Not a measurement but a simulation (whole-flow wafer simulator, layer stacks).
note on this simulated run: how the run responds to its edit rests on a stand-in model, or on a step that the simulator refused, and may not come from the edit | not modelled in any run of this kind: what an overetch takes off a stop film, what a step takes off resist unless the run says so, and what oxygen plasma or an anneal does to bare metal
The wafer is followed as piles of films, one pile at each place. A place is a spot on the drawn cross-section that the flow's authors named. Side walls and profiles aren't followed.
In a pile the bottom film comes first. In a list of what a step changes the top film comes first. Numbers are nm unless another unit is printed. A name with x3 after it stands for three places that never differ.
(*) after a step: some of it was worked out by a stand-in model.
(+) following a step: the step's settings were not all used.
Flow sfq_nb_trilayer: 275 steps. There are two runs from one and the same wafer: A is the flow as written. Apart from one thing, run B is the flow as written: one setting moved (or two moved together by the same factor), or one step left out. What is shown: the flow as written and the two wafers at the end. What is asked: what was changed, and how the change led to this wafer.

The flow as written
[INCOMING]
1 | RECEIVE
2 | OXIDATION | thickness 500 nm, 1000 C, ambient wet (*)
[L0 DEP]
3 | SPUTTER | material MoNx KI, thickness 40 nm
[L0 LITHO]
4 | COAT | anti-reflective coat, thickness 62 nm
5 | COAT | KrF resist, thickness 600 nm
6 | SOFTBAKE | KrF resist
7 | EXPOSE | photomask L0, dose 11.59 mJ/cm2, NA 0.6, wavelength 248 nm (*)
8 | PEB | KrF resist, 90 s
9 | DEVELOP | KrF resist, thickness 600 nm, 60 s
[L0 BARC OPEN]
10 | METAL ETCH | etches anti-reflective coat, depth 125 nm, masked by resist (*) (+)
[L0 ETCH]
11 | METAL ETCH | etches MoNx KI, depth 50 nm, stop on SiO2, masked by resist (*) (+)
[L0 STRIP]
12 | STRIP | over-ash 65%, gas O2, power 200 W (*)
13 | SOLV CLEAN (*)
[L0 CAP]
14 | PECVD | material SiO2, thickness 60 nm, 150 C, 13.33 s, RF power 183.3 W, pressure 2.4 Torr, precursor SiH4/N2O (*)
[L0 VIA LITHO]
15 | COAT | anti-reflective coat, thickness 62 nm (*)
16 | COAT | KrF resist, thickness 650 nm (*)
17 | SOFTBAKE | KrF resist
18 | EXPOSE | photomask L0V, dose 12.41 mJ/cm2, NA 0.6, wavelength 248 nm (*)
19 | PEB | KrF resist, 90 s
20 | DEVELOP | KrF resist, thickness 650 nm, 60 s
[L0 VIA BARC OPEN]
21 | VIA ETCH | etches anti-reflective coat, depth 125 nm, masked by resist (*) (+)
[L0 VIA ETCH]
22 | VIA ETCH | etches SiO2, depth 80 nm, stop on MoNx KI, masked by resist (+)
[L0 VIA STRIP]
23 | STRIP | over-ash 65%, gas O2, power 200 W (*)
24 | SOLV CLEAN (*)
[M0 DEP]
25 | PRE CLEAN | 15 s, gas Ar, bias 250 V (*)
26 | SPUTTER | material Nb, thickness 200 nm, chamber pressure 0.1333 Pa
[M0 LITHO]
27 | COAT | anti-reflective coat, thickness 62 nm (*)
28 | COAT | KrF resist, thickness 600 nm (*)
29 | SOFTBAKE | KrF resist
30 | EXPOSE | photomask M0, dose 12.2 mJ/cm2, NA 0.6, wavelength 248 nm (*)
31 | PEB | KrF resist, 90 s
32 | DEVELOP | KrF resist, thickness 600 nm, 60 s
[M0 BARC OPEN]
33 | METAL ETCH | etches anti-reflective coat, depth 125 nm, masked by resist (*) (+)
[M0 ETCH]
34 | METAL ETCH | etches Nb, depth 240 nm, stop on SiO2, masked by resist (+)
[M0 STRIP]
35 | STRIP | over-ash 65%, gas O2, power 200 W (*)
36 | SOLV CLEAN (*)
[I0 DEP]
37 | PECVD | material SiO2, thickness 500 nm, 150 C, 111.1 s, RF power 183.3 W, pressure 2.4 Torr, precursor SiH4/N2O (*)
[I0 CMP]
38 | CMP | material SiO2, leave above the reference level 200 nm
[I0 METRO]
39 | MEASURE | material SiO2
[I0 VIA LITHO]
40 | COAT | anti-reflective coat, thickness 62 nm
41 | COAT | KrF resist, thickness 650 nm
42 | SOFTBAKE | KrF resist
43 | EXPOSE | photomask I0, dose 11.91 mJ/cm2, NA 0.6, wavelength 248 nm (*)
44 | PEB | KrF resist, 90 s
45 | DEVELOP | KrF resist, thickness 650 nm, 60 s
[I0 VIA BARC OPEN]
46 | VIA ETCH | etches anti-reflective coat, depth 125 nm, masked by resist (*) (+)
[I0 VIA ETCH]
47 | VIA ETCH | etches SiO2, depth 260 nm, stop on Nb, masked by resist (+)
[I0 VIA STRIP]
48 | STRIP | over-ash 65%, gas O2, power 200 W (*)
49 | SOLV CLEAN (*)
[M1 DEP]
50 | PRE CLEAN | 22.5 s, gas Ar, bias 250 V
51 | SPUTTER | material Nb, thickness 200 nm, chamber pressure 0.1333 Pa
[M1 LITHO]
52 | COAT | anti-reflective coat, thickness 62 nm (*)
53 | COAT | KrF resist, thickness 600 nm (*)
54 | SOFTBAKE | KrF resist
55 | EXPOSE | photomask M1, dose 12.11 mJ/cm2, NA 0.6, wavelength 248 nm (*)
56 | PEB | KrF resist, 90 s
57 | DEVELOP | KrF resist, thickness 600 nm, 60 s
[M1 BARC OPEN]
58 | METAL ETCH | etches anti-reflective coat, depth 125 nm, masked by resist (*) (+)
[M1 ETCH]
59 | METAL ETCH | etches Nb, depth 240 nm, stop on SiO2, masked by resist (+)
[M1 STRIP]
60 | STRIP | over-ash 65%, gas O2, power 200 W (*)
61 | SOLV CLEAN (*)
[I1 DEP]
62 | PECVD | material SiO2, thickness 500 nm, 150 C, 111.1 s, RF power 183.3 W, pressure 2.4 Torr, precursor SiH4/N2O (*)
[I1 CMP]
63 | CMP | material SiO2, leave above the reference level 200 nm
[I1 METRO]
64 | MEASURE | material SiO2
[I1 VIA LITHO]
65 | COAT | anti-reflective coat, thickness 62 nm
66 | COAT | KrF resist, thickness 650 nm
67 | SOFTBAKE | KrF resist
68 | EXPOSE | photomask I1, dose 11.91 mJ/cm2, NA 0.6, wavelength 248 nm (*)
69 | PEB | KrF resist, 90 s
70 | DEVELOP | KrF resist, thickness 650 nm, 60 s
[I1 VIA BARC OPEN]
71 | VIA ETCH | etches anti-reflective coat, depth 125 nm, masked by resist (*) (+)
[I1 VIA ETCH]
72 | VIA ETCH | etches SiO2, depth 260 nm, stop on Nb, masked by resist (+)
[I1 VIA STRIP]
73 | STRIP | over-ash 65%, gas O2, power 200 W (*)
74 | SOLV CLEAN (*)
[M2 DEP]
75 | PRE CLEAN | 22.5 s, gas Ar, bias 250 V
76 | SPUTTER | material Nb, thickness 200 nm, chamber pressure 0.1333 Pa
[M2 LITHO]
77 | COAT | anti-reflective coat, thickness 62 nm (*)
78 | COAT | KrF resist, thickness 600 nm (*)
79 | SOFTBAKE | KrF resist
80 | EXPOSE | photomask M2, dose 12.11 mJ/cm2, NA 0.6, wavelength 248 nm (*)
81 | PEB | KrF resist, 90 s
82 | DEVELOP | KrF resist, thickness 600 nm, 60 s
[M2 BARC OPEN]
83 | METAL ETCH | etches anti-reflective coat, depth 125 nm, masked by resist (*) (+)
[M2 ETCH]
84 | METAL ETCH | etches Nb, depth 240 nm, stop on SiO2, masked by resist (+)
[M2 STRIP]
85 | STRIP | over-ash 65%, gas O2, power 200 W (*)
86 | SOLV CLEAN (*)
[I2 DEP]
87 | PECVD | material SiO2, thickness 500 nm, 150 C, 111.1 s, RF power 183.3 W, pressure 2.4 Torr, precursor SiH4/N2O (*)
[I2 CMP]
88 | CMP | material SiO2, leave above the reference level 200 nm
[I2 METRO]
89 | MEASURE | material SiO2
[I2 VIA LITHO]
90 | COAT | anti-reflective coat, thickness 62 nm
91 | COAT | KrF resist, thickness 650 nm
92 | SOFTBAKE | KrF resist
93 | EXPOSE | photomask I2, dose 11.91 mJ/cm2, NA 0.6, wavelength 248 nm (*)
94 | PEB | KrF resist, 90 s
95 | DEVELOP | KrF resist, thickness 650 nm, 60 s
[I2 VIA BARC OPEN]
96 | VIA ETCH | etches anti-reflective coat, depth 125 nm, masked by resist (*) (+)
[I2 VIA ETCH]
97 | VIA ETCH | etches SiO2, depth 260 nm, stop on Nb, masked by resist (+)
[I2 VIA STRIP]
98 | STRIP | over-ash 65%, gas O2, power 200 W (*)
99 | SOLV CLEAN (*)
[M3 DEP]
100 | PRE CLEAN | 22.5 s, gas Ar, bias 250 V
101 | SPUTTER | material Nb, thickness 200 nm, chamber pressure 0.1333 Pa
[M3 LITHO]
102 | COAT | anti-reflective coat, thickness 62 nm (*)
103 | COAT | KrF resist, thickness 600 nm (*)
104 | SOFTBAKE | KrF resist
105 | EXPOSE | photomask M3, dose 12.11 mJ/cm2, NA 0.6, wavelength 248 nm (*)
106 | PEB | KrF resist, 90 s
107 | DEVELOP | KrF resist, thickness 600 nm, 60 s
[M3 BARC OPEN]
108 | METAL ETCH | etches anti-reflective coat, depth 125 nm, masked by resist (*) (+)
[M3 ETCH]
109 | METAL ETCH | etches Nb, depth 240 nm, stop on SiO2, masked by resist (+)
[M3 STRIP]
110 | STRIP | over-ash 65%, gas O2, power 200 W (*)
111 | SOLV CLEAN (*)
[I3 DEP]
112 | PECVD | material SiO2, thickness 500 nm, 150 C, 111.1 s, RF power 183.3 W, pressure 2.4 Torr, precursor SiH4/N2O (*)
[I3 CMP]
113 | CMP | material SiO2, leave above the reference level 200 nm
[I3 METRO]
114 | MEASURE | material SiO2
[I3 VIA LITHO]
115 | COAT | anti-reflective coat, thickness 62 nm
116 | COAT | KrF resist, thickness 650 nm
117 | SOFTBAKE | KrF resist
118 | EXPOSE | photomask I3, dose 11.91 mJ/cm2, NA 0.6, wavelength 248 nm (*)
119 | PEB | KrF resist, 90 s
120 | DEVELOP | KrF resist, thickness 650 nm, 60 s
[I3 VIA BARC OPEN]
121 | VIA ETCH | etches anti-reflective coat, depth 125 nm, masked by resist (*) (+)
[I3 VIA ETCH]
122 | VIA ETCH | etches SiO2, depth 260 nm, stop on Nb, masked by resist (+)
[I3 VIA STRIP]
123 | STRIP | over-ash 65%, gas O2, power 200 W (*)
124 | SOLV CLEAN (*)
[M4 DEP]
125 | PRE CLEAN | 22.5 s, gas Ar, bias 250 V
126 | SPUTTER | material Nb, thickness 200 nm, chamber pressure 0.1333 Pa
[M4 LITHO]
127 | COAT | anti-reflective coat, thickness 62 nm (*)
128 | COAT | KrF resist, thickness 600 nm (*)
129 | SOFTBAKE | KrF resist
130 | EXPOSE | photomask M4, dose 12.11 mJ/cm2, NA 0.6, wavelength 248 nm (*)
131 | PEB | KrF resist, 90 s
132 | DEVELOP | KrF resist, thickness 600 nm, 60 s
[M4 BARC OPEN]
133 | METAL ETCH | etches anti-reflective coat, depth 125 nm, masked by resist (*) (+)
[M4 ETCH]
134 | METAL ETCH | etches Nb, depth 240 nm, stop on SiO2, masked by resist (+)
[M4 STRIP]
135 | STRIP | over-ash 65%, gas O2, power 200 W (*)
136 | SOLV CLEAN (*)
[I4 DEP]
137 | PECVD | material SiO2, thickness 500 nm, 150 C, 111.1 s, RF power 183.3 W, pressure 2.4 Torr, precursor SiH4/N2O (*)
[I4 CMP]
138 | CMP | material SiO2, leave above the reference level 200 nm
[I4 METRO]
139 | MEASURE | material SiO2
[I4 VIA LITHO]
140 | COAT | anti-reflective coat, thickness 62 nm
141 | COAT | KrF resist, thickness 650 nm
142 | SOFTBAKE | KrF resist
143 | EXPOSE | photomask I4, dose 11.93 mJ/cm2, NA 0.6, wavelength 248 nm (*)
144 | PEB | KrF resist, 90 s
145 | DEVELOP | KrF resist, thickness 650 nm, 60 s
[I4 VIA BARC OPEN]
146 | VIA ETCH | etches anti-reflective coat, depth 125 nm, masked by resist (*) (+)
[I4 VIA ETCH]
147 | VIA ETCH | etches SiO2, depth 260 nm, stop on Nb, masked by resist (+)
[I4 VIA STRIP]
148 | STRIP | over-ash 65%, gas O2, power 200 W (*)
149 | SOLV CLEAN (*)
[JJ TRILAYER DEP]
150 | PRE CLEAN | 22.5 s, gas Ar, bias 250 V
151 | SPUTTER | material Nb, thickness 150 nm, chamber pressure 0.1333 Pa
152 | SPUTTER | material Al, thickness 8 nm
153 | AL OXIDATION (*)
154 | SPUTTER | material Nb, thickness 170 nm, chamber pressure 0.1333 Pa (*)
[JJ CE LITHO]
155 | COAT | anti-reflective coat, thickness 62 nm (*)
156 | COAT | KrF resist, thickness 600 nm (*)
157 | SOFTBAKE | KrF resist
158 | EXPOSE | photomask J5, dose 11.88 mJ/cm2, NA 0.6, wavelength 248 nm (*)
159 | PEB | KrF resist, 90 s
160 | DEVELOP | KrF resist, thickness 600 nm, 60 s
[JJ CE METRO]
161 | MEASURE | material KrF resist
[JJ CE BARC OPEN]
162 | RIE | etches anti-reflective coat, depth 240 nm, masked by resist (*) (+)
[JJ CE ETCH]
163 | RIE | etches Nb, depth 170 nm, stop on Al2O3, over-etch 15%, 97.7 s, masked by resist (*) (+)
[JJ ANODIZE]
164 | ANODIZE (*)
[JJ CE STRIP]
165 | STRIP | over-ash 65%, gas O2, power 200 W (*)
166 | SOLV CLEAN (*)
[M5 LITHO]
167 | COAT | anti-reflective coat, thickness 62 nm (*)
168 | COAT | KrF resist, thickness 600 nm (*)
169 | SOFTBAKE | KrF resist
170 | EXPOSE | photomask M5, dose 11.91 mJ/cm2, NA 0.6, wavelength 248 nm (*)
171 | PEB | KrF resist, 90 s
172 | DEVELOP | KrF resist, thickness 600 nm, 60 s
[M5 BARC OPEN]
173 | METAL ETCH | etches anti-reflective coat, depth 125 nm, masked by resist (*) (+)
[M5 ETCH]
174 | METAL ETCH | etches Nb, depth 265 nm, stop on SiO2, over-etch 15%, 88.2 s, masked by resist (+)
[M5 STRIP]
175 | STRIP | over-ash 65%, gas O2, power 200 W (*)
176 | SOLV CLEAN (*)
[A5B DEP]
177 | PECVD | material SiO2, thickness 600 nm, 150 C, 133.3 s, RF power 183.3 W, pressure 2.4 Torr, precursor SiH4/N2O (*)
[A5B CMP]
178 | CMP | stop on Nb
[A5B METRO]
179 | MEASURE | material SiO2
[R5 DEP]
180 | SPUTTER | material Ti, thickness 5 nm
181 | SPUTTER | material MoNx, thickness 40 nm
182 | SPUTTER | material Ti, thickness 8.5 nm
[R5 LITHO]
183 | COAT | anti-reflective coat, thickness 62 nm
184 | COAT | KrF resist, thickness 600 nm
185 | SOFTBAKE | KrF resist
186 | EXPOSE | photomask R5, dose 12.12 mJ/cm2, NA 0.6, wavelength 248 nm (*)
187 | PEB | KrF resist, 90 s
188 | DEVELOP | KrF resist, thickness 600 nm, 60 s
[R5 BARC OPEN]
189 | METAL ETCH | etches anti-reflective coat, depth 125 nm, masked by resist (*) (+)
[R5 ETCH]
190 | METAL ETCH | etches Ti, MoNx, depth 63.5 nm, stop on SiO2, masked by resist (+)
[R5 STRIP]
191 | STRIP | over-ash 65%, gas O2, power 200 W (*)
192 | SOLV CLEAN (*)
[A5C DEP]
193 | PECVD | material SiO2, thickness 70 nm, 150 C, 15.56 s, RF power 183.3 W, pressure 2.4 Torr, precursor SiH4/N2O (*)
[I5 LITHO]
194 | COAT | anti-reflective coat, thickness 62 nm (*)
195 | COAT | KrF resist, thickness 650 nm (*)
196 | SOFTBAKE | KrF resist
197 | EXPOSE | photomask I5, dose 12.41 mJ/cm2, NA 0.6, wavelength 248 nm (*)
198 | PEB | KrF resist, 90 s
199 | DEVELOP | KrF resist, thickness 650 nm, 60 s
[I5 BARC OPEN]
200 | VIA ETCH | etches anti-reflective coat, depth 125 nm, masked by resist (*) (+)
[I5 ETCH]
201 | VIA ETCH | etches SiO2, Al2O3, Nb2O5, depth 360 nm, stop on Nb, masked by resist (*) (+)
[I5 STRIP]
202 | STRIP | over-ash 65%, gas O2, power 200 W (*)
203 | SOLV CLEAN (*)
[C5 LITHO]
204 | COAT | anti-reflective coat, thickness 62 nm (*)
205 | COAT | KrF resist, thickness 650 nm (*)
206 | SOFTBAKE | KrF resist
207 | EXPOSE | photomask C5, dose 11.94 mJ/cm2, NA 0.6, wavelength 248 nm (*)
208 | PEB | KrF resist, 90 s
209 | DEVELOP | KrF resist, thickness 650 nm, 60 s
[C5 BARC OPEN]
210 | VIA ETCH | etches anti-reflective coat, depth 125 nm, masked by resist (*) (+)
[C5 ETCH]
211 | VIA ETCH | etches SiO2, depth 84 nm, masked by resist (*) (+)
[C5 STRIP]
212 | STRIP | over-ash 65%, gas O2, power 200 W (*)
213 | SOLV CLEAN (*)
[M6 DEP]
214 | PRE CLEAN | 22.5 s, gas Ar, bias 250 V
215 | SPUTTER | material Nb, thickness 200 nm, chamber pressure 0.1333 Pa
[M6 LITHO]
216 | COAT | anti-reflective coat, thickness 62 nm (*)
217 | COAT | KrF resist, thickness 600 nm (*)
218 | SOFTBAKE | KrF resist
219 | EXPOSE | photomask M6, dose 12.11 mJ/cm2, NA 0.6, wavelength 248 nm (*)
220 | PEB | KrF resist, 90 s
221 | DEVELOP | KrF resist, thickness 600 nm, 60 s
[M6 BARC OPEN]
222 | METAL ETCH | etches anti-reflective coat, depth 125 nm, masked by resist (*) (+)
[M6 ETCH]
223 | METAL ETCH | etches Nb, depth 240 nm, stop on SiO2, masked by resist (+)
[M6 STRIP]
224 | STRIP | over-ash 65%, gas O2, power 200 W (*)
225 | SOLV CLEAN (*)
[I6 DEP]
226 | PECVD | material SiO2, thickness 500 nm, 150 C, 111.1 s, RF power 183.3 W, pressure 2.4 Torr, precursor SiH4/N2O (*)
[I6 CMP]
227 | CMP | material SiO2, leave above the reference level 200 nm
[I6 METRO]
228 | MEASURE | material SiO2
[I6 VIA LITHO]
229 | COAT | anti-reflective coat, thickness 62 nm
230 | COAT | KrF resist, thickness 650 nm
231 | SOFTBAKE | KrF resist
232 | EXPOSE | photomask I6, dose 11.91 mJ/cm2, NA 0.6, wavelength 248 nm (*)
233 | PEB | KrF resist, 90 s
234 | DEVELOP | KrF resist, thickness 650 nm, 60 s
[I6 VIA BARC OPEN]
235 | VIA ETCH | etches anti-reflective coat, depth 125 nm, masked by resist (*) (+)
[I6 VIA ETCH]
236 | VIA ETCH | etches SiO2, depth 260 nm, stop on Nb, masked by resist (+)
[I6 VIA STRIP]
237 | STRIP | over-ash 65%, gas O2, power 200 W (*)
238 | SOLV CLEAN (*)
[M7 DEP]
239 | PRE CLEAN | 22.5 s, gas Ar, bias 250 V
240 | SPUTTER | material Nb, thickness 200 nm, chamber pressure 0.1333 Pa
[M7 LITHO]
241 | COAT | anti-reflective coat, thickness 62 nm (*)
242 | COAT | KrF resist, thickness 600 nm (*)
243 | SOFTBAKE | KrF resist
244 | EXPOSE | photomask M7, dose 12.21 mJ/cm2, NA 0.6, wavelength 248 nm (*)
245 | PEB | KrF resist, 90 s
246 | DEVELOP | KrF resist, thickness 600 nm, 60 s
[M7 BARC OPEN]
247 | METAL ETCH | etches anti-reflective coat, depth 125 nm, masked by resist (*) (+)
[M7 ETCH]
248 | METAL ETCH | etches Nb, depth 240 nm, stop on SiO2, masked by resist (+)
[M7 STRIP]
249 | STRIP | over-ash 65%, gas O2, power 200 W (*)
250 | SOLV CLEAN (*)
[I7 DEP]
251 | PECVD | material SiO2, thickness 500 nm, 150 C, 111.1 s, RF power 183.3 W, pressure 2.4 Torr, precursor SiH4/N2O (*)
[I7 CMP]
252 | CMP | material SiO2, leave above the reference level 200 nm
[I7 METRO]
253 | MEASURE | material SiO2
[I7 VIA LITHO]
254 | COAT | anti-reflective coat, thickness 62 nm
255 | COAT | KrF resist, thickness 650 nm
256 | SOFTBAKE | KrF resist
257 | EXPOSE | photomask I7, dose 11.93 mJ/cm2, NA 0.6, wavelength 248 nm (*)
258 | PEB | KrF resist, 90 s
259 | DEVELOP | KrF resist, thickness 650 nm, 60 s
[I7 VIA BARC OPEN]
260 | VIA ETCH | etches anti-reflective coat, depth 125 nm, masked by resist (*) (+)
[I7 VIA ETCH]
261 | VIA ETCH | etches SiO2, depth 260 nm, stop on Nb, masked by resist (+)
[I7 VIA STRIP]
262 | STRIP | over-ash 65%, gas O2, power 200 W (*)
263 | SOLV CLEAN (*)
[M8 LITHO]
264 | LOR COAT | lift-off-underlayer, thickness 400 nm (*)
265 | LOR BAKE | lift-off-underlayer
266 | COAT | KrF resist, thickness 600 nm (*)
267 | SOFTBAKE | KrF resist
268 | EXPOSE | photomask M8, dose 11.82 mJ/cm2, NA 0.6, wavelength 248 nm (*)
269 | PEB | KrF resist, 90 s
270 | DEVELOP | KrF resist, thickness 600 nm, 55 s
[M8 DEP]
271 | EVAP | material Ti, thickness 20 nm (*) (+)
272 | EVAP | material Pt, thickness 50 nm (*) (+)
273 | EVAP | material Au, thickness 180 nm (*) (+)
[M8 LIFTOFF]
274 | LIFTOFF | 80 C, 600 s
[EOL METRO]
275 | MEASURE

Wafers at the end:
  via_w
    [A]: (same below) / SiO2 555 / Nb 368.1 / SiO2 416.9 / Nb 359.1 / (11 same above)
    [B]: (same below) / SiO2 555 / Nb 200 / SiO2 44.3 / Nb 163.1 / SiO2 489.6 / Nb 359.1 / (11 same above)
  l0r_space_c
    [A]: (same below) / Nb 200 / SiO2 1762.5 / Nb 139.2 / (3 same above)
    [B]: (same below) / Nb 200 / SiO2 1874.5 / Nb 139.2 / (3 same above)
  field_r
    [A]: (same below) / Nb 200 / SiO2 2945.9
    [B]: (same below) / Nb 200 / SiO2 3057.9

Cause: step 38, CMP: leave above the reference level 312 nm was run, whereas the flow has leave above the reference level 200 nm.

The path from the change to this, step by step:
  38 | CMP | material SiO2, leave above the reference level 200 nm
      v_sur, via_wl, via_w and 94 more: A SiO2 loses 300 | B SiO2 loses 188
      field_l, l0_sur, l0r_line_l, l0r_line_c, l0r_line_r: A SiO2 loses 340 | B SiO2 loses 228
      (as well as at 4 more places)
  47 | VIA ETCH | etches SiO2, depth 260 nm, stop on Nb, masked by resist (+)
      via_w: A SiO2 loses 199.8 (all of it) | B SiO2 loses 260
  50 | PRE CLEAN | 22.5 s, gas Ar, bias 250 V
      via_w: A Nb loses 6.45 | B SiO2 loses 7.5
  51 | SPUTTER | material Nb, thickness 200 nm, chamber pressure 0.1333 Pa
      via_w: A Nb gains 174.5 | B Nb gains 163.1 (new film)
  52 | COAT | anti-reflective coat, thickness 62 nm (*)
      via_w: A anti-reflective coat gains 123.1 (new film) | B anti-reflective coat gains 136.1 (new film)
      via_wr: A anti-reflective coat gains 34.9 (new film) | B anti-reflective coat gains 33.2 (new film)
  53 | COAT | KrF resist, thickness 600 nm (*)
      via_w: A KrF resist gains 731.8 (new film) | B KrF resist gains 781.6 (new film)
  60 | STRIP | over-ash 65%, gas O2, power 200 W (*)
      via_w: A KrF resist loses 513.8 (all of it), anti-reflective coat loses 123.1 (all of it) | B KrF resist loses 563.6 (all of it), anti-reflective coat loses 136.1 (all of it)
      via_wr: A KrF resist loses 384.4 (all of it), anti-reflective coat loses 34.9 (all of it) | B KrF resist loses 378.6 (all of it), anti-reflective coat loses 33.2 (all of it)
  62 | PECVD | material SiO2, thickness 500 nm, 150 C, 111.1 s, RF power 183.3 W, pressure 2.4 Torr, precursor SiH4/N2O (*)
      via_w: A SiO2 gains 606 (new film) | B SiO2 gains 678.7 (new film)
If metal films that touch count as one body, via_w has 6 bodies (between them, from the top down: SiO2 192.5; SiO2 427.3 / Al2O3 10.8 / Nb2O5 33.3; SiO2 425.9; SiO2 489.6; SiO2 44.3); the flow as written gives 5 bodies (between them, from the top down: SiO2 192.5; SiO2 427.3 / Al2O3 10.8 / Nb2O5 33.3; SiO2 425.9; SiO2 416.9).
